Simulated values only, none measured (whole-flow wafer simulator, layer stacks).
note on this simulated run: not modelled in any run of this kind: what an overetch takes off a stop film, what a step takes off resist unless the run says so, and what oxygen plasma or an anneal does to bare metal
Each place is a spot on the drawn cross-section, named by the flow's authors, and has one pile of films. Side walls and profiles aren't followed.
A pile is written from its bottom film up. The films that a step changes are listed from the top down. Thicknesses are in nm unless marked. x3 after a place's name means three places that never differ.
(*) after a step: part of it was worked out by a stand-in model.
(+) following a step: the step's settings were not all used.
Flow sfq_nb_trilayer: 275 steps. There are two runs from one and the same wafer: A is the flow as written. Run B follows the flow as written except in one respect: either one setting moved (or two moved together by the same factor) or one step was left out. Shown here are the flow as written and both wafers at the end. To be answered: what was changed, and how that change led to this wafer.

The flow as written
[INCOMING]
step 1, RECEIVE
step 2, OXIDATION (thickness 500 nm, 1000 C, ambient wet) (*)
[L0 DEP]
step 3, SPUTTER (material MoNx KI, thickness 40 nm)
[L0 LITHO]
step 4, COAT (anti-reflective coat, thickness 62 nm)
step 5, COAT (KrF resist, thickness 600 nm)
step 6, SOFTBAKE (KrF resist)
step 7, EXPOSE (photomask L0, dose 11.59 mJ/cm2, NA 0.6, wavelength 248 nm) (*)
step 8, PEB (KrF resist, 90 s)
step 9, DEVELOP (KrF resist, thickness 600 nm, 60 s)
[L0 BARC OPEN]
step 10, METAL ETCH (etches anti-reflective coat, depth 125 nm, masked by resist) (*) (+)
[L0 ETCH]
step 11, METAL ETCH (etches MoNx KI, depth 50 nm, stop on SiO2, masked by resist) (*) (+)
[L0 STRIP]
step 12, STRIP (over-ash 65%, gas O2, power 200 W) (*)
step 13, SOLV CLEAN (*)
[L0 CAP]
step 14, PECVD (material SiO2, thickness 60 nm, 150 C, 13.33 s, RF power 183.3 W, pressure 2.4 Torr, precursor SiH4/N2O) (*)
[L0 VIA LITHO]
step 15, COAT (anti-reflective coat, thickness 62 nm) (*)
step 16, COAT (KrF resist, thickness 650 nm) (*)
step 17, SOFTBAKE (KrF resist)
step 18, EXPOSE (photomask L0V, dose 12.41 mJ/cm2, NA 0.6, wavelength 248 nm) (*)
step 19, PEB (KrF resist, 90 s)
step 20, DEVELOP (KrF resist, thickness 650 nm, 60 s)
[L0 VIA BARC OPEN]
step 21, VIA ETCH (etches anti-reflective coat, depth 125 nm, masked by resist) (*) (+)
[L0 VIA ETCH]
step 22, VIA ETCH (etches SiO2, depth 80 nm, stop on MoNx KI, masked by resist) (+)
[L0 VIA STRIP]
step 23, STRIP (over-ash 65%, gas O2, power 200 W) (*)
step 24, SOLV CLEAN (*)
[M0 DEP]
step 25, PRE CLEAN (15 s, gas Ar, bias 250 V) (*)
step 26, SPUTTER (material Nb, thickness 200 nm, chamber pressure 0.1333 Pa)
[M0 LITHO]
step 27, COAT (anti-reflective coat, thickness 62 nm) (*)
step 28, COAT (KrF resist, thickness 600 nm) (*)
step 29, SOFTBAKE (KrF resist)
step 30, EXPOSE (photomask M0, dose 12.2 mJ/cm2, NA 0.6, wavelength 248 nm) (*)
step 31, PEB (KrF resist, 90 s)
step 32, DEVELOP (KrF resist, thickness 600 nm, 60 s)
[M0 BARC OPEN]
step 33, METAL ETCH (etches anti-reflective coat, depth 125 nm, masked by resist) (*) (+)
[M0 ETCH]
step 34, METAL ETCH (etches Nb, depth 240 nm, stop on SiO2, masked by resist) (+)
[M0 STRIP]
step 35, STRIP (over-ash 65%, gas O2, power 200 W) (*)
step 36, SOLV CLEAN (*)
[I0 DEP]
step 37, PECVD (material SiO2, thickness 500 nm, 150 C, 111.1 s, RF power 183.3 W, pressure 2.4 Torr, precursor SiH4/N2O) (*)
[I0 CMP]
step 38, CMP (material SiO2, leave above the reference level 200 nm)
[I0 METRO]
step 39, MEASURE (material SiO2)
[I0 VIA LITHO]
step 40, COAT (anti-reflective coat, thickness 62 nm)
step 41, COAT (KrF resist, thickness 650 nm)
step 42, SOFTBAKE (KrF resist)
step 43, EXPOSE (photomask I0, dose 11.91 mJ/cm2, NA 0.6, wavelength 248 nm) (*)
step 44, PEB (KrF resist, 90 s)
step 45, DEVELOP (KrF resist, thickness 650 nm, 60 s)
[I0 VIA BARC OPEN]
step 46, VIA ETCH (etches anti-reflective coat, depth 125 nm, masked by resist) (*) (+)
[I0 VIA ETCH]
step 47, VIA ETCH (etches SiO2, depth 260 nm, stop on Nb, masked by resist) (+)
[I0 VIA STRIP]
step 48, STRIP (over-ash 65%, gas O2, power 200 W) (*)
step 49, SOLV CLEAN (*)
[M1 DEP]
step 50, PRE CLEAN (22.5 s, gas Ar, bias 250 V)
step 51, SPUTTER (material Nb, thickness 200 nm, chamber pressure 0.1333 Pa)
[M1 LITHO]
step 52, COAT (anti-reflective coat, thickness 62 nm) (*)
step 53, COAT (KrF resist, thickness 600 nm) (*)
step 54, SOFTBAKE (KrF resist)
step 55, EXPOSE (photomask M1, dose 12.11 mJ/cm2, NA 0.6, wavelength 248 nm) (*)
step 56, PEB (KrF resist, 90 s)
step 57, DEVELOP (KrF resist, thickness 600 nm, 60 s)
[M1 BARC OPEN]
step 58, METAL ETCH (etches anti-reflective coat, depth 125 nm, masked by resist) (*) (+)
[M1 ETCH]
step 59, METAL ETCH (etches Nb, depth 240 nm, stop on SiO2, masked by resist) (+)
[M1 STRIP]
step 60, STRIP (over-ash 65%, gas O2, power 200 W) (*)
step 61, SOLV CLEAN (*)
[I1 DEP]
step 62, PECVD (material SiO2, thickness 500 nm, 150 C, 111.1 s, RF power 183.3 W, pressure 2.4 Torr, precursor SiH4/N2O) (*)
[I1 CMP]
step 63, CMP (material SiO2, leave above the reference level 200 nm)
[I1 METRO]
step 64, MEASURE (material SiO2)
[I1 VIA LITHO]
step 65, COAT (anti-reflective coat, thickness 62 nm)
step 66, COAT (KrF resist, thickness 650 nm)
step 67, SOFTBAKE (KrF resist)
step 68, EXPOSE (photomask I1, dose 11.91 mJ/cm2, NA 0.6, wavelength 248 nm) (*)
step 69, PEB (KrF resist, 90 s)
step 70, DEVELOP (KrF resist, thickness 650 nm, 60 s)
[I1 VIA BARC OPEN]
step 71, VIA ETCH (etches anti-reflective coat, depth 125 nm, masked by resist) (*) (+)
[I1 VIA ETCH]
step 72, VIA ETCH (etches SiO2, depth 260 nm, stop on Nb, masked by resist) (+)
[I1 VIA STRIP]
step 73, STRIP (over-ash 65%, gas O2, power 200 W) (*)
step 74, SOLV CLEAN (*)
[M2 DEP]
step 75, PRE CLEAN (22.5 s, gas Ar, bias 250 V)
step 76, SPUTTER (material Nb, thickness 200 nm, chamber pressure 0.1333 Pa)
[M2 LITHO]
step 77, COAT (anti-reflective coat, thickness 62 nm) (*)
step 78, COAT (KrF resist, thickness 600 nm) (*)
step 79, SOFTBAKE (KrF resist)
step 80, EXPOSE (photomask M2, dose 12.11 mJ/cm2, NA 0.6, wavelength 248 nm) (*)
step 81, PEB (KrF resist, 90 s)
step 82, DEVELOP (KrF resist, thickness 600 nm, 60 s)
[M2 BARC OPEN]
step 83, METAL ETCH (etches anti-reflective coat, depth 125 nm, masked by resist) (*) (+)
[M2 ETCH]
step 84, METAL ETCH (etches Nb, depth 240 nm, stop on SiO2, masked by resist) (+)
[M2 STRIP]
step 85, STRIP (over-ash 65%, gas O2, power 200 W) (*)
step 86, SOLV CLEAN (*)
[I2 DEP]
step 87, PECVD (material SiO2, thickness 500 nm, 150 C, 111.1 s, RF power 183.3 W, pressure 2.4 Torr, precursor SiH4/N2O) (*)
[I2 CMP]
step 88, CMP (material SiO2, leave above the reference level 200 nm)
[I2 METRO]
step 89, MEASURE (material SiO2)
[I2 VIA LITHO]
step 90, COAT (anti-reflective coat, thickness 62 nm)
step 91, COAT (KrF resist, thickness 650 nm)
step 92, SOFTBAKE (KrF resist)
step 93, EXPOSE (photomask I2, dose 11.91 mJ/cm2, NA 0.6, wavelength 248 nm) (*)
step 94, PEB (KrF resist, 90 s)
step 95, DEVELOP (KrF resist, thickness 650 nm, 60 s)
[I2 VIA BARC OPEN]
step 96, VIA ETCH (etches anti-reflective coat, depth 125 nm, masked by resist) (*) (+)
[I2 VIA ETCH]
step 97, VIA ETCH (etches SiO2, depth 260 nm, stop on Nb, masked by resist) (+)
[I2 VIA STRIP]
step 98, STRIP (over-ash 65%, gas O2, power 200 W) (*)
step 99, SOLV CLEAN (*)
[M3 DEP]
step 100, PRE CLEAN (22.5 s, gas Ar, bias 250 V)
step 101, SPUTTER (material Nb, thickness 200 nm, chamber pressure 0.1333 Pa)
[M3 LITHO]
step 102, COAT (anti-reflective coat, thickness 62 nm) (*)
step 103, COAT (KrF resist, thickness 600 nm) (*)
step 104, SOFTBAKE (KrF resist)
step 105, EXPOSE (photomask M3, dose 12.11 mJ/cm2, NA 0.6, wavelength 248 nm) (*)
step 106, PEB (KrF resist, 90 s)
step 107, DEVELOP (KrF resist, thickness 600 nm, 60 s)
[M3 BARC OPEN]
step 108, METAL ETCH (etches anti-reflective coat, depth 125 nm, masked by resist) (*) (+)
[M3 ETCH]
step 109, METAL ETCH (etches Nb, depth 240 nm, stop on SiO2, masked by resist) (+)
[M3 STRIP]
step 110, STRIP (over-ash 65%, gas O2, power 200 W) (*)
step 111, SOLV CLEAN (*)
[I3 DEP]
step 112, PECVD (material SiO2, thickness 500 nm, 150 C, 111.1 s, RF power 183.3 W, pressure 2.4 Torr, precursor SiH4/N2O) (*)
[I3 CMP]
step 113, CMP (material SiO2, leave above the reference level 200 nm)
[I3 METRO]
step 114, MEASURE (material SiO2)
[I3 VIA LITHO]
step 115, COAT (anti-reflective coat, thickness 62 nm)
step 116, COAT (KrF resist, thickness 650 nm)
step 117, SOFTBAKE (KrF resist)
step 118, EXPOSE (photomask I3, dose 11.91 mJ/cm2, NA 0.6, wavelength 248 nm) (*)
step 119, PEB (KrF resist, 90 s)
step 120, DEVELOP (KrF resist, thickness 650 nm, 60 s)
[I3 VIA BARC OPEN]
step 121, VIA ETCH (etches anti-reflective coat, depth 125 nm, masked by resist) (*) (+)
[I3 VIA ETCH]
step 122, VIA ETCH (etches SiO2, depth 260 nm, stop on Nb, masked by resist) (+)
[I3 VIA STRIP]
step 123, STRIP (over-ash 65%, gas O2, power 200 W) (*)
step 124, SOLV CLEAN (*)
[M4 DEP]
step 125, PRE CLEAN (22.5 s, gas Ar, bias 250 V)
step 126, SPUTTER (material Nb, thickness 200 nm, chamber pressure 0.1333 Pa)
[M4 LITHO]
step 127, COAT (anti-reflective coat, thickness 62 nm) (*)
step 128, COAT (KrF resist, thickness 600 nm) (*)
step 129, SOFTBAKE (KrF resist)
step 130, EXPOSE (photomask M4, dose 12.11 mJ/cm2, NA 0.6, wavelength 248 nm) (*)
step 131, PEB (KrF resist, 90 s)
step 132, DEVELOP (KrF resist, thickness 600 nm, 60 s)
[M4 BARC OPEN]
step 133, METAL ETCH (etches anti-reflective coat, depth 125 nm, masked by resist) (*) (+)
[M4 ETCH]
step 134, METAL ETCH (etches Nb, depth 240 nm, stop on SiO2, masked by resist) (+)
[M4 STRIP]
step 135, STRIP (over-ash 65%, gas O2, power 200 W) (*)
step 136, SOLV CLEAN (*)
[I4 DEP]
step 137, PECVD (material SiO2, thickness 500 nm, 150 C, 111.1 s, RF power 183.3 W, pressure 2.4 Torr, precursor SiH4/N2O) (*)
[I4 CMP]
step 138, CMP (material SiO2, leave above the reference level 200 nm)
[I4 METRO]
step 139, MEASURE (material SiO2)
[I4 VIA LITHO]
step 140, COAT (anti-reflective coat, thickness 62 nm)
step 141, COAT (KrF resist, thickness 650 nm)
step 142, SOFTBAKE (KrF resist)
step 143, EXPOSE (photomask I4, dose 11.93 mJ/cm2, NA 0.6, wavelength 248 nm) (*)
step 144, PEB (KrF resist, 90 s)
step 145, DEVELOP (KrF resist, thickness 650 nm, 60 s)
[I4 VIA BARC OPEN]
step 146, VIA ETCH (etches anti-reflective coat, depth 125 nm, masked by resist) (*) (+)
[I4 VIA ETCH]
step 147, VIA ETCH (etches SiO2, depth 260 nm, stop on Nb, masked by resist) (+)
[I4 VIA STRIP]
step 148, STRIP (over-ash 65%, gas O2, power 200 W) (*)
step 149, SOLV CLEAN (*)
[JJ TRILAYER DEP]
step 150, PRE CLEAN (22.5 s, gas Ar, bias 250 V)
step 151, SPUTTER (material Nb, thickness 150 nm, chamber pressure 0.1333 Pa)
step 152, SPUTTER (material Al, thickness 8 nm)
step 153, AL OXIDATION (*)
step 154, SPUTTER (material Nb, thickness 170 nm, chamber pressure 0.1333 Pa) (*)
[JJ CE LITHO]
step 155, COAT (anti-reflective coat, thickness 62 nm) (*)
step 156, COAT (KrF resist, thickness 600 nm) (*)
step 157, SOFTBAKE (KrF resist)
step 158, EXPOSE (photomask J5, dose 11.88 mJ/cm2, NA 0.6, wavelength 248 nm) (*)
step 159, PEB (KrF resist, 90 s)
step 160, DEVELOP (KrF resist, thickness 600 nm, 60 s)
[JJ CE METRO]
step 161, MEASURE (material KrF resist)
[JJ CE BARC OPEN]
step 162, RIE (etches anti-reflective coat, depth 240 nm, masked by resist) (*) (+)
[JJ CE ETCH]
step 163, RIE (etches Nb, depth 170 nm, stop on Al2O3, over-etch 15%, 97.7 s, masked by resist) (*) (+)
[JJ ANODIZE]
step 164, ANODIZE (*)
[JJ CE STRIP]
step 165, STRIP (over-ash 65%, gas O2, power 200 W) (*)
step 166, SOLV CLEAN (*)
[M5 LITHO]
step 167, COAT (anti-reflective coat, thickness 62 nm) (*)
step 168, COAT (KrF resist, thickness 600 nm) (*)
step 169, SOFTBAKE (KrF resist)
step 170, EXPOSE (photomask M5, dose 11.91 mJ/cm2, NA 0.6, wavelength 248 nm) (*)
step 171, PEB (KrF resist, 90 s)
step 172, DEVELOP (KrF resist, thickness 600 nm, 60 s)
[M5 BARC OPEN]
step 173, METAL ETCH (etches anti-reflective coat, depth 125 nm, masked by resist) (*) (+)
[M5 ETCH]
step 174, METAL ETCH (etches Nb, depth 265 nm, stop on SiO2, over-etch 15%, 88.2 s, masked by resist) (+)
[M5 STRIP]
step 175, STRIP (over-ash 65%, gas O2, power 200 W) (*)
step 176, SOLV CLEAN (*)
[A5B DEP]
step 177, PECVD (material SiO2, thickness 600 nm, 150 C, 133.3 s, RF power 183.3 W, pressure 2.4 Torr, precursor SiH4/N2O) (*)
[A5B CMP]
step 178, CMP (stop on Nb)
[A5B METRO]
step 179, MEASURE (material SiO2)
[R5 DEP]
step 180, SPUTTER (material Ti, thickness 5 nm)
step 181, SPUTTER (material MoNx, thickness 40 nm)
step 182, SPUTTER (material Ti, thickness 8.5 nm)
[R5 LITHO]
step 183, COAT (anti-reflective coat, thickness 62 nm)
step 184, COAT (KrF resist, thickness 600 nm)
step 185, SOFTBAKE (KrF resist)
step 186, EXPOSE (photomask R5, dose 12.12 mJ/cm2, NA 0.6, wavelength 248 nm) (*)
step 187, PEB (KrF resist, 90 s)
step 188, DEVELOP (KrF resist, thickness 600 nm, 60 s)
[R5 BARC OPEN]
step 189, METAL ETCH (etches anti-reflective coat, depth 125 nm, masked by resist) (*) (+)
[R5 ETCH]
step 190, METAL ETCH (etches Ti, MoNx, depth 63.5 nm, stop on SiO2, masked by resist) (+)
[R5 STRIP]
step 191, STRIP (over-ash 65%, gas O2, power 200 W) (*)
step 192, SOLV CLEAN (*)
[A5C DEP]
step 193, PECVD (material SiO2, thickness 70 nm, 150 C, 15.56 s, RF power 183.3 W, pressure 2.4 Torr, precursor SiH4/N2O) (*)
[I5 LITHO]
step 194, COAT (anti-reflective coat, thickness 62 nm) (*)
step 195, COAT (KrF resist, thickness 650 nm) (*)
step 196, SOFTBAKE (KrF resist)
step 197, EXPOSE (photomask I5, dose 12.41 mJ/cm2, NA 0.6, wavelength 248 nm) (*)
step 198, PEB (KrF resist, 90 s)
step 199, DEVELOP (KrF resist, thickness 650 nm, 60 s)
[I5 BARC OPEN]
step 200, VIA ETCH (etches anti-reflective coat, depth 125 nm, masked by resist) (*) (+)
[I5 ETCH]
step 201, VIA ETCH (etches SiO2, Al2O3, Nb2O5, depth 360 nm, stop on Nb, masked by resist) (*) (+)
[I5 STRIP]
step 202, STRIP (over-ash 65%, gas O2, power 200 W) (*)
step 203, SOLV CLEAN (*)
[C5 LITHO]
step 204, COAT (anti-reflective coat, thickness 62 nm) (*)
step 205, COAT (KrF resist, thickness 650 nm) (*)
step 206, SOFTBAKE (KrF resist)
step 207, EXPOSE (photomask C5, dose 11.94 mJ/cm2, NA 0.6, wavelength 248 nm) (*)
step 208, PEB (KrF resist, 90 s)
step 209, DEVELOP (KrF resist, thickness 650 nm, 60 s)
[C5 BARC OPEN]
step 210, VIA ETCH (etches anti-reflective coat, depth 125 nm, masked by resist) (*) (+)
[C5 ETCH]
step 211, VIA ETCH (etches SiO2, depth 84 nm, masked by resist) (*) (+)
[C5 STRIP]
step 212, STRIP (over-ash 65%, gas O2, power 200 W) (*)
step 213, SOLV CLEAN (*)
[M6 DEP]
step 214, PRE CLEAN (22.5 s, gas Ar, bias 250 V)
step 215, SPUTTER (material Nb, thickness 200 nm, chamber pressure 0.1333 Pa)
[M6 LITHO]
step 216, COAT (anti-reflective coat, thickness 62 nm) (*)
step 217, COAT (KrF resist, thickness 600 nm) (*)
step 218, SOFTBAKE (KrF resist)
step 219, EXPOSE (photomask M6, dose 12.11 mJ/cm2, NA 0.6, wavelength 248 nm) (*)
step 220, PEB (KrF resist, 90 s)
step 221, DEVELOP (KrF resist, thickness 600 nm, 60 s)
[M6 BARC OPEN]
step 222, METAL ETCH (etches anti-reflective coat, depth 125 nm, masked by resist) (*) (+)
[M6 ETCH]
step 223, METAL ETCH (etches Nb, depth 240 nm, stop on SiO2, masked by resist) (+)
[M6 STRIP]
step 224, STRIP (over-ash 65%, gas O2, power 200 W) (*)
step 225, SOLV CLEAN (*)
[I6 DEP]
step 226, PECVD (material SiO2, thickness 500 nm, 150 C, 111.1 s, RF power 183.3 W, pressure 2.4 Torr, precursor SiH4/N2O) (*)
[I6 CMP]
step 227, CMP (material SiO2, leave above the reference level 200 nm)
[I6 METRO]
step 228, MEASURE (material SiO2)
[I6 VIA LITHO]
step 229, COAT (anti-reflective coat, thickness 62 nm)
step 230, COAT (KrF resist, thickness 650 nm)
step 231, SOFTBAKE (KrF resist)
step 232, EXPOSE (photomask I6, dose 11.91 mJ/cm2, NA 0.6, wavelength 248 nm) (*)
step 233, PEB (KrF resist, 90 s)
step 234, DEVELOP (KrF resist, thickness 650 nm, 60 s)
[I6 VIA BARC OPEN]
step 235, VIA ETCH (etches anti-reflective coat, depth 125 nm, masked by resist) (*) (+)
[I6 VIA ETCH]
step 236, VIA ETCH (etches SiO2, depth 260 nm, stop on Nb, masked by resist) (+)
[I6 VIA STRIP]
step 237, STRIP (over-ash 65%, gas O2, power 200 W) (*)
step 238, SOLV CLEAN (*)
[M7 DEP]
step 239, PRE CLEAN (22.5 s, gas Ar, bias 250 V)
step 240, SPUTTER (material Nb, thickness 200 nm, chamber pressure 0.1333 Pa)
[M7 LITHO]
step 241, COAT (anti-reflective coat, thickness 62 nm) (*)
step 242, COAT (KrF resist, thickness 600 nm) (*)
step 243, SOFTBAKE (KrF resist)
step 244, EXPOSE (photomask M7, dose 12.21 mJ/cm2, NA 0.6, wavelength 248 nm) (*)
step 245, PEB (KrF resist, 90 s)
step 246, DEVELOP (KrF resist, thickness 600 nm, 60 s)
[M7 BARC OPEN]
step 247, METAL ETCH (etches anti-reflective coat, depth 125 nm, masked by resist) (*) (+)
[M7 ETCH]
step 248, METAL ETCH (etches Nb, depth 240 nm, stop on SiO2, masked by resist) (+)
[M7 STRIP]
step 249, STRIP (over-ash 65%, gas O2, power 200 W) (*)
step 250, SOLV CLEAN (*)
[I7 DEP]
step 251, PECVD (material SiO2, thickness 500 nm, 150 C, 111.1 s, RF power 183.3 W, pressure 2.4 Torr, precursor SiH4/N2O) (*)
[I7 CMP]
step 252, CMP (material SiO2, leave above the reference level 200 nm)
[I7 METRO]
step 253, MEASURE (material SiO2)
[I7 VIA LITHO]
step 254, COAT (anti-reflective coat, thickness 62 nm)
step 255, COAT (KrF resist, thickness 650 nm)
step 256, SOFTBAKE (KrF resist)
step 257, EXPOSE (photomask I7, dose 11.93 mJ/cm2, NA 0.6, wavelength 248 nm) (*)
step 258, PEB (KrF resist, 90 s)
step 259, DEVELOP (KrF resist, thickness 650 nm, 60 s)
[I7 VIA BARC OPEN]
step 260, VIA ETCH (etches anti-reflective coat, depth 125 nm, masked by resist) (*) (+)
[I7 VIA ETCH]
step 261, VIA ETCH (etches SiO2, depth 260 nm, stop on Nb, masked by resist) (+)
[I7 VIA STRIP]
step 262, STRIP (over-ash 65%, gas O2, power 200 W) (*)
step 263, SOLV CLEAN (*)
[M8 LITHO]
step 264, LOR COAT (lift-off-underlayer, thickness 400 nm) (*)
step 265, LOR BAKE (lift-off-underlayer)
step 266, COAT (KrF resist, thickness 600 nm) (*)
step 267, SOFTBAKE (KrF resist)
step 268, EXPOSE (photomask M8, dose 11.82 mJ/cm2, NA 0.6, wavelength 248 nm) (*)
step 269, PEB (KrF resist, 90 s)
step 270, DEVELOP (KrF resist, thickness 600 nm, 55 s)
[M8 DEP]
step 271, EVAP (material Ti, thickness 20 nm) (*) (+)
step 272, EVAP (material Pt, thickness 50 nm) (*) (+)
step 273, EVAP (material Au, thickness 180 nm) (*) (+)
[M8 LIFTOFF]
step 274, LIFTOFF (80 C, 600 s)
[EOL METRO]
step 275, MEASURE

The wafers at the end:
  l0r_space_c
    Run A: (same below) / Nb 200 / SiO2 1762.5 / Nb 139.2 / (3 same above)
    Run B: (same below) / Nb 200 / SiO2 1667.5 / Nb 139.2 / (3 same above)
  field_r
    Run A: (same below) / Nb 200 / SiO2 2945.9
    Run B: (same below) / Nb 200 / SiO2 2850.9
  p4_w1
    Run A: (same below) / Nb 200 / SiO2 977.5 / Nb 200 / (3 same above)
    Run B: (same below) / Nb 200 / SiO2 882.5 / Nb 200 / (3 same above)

Cause: step 76, SPUTTER: thickness 105 nm was run, whereas the flow has thickness 200 nm.

How this came from the change, step by step:
  step 76, SPUTTER (material Nb, thickness 200 nm, chamber pressure 0.1333 Pa)
      field_l, v_sur, via_wl and 102 more: A Nb gains 200 (new film) | B Nb gains 105 (new film)
      via_v: A Nb gains 174.5 | B Nb gains 92.5
  step 77, COAT (anti-reflective coat, thickness 62 nm) (*)
      via_v: A anti-reflective coat gains 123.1 (new film) | B anti-reflective coat gains 119 (new film)
  step 84, METAL ETCH (etches Nb, depth 240 nm, stop on SiO2, masked by resist) (+)
      field_l, be, be_sur and 81 more: A Nb loses 200 (all of it) | B Nb loses 105 (all of it)
      v_sur, via_wl, via_w and 19 more: A KrF resist loses 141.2 | B KrF resist loses 92.6
  step 85, STRIP (over-ash 65%, gas O2, power 200 W) (*)
      wl_j_sl, wl_jj, wl_j_sr and 12 more: A KrF resist loses 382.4 (all of it), anti-reflective coat loses 62 (all of it) | B KrF resist loses 430.9 (all of it), anti-reflective coat loses 62 (all of it)
      v_sur: A KrF resist loses 380 (all of it), anti-reflective coat loses 61.4 (all of it) | B KrF resist loses 428.7 (all of it), anti-reflective coat loses 61.4 (all of it)
      (and at 6 other places as well)
  step 87, PECVD (material SiO2, thickness 500 nm, 150 C, 111.1 s, RF power 183.3 W, pressure 2.4 Torr, precursor SiH4/N2O) (*)
      via_v: A SiO2 gains 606 (new film) | B SiO2 gains 582.7 (new film)
  step 88, CMP (material SiO2, leave above the reference level 200 nm)
      field_l, be, be_sur and 81 more: A SiO2 loses 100 | B SiO2 loses 195
      via_v: A SiO2 loses 181.6 | B SiO2 loses 171.2
